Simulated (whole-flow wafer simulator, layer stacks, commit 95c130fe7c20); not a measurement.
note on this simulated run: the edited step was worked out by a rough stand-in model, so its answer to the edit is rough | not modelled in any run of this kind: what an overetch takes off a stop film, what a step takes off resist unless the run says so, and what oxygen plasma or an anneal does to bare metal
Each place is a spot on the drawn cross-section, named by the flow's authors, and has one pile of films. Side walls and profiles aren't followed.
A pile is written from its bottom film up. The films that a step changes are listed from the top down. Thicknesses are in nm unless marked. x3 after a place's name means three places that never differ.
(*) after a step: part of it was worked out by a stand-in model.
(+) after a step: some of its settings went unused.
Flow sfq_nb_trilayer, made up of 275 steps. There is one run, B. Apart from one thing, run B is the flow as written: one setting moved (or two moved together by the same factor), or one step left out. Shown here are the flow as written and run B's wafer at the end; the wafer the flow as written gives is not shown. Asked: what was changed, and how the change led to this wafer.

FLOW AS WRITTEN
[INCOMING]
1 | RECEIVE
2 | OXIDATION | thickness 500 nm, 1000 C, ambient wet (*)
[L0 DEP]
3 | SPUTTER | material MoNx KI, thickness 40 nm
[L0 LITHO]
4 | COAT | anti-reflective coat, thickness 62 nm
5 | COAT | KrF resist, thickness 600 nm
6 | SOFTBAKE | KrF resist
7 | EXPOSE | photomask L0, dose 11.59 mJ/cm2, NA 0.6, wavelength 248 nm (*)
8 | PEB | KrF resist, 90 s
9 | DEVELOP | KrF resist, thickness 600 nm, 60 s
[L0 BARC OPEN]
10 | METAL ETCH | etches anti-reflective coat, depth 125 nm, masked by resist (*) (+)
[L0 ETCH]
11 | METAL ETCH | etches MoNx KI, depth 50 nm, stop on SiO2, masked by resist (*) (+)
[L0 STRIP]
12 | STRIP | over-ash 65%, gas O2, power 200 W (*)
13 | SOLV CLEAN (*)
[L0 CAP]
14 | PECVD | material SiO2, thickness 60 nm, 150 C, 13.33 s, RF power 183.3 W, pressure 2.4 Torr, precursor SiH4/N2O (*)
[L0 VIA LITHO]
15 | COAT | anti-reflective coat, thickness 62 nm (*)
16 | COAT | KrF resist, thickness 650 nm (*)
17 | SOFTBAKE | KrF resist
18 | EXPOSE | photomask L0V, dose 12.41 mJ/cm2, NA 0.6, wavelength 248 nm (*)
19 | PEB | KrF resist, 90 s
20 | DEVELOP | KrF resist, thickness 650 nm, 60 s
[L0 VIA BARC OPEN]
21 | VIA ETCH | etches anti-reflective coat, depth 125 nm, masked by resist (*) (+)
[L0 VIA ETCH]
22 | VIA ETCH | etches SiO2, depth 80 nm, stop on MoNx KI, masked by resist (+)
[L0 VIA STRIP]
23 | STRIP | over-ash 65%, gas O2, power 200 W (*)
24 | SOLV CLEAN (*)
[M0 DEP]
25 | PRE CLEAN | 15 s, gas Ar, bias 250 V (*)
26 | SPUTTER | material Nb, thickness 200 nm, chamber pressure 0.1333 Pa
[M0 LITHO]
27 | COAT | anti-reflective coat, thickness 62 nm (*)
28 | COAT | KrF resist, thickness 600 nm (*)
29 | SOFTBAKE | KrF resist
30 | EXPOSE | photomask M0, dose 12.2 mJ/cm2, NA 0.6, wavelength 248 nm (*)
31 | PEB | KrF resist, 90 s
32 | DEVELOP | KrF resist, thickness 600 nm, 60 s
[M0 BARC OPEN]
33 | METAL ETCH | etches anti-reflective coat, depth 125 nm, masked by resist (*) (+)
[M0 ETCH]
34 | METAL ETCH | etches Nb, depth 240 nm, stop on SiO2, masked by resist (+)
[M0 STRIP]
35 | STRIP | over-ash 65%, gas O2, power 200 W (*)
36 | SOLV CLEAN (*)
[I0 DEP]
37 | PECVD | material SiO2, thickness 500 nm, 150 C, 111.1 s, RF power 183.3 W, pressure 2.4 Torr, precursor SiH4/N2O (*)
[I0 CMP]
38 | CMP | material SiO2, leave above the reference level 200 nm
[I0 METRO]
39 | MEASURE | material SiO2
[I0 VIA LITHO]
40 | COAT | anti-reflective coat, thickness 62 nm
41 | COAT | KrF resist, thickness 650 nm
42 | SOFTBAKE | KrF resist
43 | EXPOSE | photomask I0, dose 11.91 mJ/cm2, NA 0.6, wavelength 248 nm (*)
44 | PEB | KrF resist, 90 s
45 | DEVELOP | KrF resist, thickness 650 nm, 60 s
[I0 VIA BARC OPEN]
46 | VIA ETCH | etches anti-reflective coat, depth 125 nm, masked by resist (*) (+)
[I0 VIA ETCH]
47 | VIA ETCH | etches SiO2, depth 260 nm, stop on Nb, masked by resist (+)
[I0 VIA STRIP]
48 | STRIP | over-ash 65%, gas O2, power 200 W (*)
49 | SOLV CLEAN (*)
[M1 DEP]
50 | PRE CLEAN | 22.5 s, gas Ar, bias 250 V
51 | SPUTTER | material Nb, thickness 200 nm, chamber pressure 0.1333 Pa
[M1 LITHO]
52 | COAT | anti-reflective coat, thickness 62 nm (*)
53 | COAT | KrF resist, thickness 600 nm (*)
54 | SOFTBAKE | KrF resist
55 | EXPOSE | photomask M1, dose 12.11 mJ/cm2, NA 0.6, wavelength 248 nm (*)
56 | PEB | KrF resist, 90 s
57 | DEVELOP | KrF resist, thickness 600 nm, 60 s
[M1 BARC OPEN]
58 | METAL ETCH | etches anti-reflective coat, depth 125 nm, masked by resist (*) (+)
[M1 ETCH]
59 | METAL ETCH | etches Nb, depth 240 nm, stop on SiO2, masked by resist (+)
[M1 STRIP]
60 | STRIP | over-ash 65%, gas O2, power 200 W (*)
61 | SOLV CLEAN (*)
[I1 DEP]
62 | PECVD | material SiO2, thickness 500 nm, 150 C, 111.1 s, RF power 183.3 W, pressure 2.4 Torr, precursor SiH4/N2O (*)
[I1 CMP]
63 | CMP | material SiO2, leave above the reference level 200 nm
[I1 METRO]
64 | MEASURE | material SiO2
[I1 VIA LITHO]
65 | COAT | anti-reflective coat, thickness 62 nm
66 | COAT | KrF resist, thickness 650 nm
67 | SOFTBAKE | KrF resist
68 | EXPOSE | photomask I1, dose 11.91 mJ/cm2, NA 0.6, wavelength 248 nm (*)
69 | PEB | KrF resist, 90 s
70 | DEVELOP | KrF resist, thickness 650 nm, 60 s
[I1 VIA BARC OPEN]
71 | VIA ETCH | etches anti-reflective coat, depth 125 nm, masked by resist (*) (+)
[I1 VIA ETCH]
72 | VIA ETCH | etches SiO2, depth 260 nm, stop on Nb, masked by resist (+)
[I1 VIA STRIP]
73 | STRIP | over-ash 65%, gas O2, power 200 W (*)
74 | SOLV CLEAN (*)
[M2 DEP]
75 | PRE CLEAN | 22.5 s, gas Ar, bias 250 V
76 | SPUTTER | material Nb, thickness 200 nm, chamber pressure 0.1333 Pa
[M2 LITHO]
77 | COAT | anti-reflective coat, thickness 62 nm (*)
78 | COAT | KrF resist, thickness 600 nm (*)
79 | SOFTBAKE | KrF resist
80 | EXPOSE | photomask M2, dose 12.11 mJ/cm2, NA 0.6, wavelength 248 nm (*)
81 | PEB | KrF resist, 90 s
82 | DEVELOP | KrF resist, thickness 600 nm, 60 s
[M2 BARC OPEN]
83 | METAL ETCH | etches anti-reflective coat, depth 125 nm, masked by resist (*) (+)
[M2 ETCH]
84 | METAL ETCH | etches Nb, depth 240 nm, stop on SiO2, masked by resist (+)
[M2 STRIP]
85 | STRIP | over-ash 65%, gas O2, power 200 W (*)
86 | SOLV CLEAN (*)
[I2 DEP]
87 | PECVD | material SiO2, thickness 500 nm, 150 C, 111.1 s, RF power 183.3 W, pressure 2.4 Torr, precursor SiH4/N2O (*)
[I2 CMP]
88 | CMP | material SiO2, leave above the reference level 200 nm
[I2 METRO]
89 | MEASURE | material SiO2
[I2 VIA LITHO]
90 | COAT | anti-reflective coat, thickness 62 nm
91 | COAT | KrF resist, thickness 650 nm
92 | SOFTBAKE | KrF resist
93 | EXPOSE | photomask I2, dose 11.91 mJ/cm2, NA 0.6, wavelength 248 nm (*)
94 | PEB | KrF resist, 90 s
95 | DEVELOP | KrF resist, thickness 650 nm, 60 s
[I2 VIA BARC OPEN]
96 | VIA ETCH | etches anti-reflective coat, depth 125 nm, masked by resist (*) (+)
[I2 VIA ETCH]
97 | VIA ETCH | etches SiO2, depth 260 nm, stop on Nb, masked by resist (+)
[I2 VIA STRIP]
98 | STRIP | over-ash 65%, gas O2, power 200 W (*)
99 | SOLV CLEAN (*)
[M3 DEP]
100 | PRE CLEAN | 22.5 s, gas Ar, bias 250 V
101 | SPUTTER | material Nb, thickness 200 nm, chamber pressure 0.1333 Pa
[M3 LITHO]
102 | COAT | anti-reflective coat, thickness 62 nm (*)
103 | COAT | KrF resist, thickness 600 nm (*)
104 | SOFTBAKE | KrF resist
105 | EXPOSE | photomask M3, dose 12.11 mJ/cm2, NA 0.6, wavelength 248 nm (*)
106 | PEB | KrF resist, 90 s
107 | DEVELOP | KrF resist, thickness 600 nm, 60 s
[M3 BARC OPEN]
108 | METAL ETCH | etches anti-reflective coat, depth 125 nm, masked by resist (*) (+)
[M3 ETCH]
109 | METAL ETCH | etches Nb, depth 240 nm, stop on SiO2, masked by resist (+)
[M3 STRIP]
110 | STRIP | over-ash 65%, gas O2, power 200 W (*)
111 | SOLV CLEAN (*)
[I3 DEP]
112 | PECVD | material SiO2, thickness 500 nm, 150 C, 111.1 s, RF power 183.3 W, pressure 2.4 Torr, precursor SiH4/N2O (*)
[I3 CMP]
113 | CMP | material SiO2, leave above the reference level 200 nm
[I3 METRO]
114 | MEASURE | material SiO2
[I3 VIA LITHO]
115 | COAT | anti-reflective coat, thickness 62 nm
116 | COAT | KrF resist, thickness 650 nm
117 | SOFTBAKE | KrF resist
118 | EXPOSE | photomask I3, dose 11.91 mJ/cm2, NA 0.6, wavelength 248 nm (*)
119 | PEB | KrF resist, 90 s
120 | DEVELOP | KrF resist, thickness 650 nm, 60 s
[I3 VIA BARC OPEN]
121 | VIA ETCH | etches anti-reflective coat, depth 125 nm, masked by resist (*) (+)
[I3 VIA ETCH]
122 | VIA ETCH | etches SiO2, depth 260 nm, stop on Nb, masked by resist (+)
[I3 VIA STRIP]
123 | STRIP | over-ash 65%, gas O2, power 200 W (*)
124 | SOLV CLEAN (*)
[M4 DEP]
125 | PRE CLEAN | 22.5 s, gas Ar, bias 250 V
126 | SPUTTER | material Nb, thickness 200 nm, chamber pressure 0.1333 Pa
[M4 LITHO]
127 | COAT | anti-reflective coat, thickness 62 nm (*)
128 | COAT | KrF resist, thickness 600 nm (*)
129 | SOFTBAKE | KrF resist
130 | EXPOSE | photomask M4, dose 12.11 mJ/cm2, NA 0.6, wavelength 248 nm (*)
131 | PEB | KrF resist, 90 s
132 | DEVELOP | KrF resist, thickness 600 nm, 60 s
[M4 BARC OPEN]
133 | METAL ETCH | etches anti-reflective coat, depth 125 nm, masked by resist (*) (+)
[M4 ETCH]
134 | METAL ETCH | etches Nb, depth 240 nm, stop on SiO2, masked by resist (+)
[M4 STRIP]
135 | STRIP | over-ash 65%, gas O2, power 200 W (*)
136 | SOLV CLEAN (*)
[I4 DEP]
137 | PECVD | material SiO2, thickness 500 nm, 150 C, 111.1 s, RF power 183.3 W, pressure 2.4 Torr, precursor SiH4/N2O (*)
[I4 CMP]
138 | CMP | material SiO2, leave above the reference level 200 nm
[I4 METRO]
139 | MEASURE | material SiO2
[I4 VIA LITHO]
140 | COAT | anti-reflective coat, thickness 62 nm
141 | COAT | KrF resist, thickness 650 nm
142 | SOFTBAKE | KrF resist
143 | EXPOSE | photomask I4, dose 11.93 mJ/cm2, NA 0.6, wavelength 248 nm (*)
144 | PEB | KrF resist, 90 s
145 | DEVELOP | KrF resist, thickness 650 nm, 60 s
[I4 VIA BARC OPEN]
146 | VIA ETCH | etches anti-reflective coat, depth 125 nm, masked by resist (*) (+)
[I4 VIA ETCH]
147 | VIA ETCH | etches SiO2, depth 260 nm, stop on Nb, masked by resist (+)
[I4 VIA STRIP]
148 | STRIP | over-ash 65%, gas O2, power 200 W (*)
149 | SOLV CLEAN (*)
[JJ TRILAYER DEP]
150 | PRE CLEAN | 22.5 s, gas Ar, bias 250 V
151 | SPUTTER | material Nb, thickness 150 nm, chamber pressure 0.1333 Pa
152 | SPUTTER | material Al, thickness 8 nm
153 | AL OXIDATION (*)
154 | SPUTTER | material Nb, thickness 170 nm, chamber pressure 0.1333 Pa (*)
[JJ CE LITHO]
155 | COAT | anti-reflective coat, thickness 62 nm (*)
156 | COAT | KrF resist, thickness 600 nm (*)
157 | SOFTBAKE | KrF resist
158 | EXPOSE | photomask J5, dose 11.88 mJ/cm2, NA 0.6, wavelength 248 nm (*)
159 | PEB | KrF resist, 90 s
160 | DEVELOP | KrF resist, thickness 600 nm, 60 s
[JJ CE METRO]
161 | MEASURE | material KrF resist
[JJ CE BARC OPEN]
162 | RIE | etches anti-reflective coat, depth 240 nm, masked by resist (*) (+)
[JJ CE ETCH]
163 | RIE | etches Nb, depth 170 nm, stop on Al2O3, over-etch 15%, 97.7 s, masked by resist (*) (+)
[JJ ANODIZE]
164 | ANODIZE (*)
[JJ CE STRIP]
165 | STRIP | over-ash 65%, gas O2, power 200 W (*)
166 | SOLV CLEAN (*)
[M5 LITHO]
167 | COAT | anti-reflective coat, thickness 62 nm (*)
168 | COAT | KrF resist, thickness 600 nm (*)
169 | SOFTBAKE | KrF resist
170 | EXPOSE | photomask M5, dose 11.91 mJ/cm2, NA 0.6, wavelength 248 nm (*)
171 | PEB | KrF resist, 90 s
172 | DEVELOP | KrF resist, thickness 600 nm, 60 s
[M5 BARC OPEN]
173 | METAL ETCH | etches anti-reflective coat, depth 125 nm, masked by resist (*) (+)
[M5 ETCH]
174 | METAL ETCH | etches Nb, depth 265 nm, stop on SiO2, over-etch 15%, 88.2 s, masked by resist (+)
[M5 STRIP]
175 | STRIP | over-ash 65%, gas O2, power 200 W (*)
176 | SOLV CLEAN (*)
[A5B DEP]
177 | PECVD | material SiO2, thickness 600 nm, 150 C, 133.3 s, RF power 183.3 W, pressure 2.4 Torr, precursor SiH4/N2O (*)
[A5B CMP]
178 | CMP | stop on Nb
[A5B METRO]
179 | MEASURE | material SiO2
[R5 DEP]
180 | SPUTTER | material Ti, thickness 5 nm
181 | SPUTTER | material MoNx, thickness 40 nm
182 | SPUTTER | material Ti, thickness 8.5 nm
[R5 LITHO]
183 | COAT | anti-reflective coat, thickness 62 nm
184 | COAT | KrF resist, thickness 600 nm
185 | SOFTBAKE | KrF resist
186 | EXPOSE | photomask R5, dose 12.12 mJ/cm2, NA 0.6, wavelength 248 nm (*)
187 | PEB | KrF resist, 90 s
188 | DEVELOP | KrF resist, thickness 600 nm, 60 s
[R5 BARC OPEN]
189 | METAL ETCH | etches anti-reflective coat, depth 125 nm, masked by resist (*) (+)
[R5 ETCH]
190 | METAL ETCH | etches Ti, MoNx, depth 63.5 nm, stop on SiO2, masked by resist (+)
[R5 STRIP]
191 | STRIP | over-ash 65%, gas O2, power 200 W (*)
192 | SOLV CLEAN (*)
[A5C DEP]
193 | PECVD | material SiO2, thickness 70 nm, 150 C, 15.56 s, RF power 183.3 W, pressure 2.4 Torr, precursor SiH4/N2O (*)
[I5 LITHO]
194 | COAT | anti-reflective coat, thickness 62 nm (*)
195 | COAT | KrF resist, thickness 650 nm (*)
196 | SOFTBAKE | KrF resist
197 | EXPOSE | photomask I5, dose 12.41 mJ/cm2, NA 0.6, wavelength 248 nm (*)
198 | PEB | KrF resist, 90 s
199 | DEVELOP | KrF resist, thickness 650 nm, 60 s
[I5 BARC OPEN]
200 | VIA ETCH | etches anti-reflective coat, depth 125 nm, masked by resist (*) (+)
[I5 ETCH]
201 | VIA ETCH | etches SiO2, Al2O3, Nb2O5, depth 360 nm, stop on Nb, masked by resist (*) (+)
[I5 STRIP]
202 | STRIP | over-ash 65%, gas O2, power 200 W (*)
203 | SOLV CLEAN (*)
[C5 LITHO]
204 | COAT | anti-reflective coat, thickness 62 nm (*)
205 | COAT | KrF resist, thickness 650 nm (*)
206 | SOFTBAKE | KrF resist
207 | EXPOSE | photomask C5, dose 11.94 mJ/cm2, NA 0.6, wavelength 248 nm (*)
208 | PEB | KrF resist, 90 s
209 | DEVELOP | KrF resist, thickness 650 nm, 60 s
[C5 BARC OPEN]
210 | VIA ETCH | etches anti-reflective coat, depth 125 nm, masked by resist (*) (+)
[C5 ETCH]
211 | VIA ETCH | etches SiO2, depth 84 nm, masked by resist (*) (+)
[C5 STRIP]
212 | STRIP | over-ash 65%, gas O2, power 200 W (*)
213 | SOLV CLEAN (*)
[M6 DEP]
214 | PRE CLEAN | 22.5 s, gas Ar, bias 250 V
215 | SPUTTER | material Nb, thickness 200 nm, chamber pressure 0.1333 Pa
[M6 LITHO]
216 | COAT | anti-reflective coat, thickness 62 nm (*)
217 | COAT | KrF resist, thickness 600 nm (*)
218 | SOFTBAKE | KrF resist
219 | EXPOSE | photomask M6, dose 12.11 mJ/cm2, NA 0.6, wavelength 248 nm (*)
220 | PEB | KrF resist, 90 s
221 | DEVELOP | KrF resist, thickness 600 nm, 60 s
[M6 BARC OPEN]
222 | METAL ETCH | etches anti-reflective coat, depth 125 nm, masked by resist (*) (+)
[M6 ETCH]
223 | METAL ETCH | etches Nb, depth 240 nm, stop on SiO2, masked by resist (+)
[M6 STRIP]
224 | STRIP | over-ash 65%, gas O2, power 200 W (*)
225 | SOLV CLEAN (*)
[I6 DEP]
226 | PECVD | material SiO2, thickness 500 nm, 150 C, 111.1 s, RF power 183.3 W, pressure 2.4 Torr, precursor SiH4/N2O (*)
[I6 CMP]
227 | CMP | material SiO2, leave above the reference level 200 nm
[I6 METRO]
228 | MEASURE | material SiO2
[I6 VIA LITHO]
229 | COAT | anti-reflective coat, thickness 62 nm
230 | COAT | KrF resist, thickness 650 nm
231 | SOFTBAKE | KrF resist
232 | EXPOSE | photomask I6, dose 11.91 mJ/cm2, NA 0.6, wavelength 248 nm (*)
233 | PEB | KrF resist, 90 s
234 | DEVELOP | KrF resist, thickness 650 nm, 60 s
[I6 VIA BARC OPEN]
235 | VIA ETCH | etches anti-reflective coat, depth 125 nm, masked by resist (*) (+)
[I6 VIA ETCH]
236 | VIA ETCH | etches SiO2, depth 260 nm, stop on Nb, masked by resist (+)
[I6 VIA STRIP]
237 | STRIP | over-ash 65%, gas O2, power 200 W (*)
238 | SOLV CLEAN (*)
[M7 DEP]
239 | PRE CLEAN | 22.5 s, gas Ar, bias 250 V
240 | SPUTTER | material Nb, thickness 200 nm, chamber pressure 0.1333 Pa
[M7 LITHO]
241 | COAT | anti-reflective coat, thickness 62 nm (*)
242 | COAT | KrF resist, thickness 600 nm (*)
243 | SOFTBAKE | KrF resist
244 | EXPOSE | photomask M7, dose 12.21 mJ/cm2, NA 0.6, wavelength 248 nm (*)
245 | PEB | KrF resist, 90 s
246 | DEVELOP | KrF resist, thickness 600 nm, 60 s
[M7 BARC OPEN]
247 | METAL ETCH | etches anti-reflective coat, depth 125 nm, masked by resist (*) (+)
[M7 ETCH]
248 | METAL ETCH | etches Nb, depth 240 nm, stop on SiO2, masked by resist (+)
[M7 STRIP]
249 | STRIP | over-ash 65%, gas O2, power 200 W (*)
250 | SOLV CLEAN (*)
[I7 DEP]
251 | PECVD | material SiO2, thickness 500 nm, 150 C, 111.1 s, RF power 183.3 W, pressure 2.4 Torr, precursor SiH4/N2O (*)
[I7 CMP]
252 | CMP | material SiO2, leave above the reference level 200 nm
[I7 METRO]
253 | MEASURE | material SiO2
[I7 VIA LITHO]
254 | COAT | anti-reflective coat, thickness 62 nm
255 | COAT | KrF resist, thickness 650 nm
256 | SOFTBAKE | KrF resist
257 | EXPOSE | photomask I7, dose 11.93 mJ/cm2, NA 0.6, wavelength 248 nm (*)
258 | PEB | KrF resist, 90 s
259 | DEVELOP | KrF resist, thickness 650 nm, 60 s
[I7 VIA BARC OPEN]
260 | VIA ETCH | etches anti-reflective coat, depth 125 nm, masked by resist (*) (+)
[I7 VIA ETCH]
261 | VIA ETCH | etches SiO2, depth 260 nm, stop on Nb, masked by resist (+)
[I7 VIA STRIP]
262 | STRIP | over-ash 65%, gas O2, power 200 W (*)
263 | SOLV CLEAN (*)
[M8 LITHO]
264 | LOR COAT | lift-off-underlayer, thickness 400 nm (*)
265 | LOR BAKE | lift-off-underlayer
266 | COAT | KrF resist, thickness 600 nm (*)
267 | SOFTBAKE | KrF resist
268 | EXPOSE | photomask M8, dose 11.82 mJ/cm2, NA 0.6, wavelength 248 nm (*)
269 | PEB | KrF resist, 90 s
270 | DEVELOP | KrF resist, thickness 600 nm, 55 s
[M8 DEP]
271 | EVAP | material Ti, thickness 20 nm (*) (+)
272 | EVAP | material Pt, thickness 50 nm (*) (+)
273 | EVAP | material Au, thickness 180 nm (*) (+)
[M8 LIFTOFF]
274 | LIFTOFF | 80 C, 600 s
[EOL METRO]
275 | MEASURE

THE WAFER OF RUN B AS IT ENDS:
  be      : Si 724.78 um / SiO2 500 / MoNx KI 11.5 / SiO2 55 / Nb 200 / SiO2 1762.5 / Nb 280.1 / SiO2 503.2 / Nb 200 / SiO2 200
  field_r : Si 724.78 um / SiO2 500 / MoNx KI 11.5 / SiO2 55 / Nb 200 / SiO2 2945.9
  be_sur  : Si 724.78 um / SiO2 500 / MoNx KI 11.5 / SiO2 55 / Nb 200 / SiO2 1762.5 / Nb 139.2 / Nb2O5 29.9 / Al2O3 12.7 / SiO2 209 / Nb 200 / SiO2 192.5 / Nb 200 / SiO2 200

The reason: step 11, METAL ETCH: depth 28.5 nm was run, while the flow as written has depth 50 nm.

Step by step, how the change led to this:
  11 | METAL ETCH | etches MoNx KI, depth 50 nm, stop on SiO2, masked by resist (*) (+)
      v_sur, via_wl, via_w and 97 more: -28.5 MoNx KI (it would be, as written: -40 MoNx KI (all of it))
      field_l, l0_sur, l0v, l0r_line_l, l0r_line_c, l0r_line_r: -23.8 KrF resist (it would be, as written: -41.7 KrF resist)
  12 | STRIP | over-ash 65%, gas O2, power 200 W (*)
      field_l, l0_sur, l0v, l0r_line_l, l0r_line_c, l0r_line_r: -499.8 KrF resist (all of it), -62 anti-reflective coat (all of it) (it would be, as written: -481.9 KrF resist (all of it), -62 anti-reflective coat (all of it))
  14 | PECVD | material SiO2, thickness 60 nm, 150 C, 13.33 s, RF power 183.3 W, pressure 2.4 Torr, precursor SiH4/N2O (*)
      v_sur, via_wl, via_w and 97 more: +60 SiO2 (new film) (it would be, as written: +60 SiO2)
  15 | COAT | anti-reflective coat, thickness 62 nm (*)
      field_l: +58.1 anti-reflective coat (new film) (it would be, as written: +56.7 anti-reflective coat (new film))
      v_sur: +69.3 anti-reflective coat (new film) (it would be, as written: +72.2 anti-reflective coat (new film))
      (also at 3 further places)
  23 | STRIP | over-ash 65%, gas O2, power 200 W (*)
      field_l: -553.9 KrF resist (all of it), -58.1 anti-reflective coat (all of it) (it would be, as written: -551.4 KrF resist (all of it), -56.7 anti-reflective coat (all of it))
      v_sur: -567.2 KrF resist (all of it), -69.3 anti-reflective coat (all of it) (it would be, as written: -570.5 KrF resist (all of it), -72.2 anti-reflective coat (all of it))
      (also at 3 further places)
  27 | COAT | anti-reflective coat, thickness 62 nm (*)
      field_l: +58.2 anti-reflective coat (new film) (it would be, as written: +56.9 anti-reflective coat (new film))
      v_sur: +69.5 anti-reflective coat (new film) (it would be, as written: +72.3 anti-reflective coat (new film))
      (also at 3 further places)
  35 | STRIP | over-ash 65%, gas O2, power 200 W (*)
      field_l: -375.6 KrF resist (all of it), -58.2 anti-reflective coat (all of it) (it would be, as written: -372.9 KrF resist (all of it), -56.9 anti-reflective coat (all of it))
      v_sur: -388.8 KrF resist (all of it), -69.5 anti-reflective coat (all of it) (it would be, as written: -391.6 KrF resist (all of it), -72.3 anti-reflective coat (all of it))
      (also at 3 further places)
  38 | CMP | material SiO2, leave above the reference level 200 nm
      field_l, l0_sur, l0r_line_l, l0r_line_c, l0r_line_r: -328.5 SiO2 (it would be, as written: -340 SiO2)
      l0v: -266.3 SiO2 (it would be, as written: -277.8 SiO2)
With metal films that touch counted as one body, be has 4 bodies (between them, from the top down: SiO2 503.2; SiO2 1762.5; SiO2 55); the flow as written gives 3 bodies (between them, from the top down: SiO2 503.2; SiO2 1762.5).
With metal films that touch counted as one body, field_r has 2 bodies (between them, from the top down: SiO2 55); the flow as written gives 1 body.
With metal films that touch counted as one body, be_sur has 5 bodies (between them, from the top down: SiO2 192.5; SiO2 209 / Al2O3 12.7 / Nb2O5 29.9; SiO2 1762.5; SiO2 55); the flow as written gives 4 bodies (between them, from the top down: SiO2 192.5; SiO2 209 / Al2O3 12.7 / Nb2O5 29.9; SiO2 1762.5).
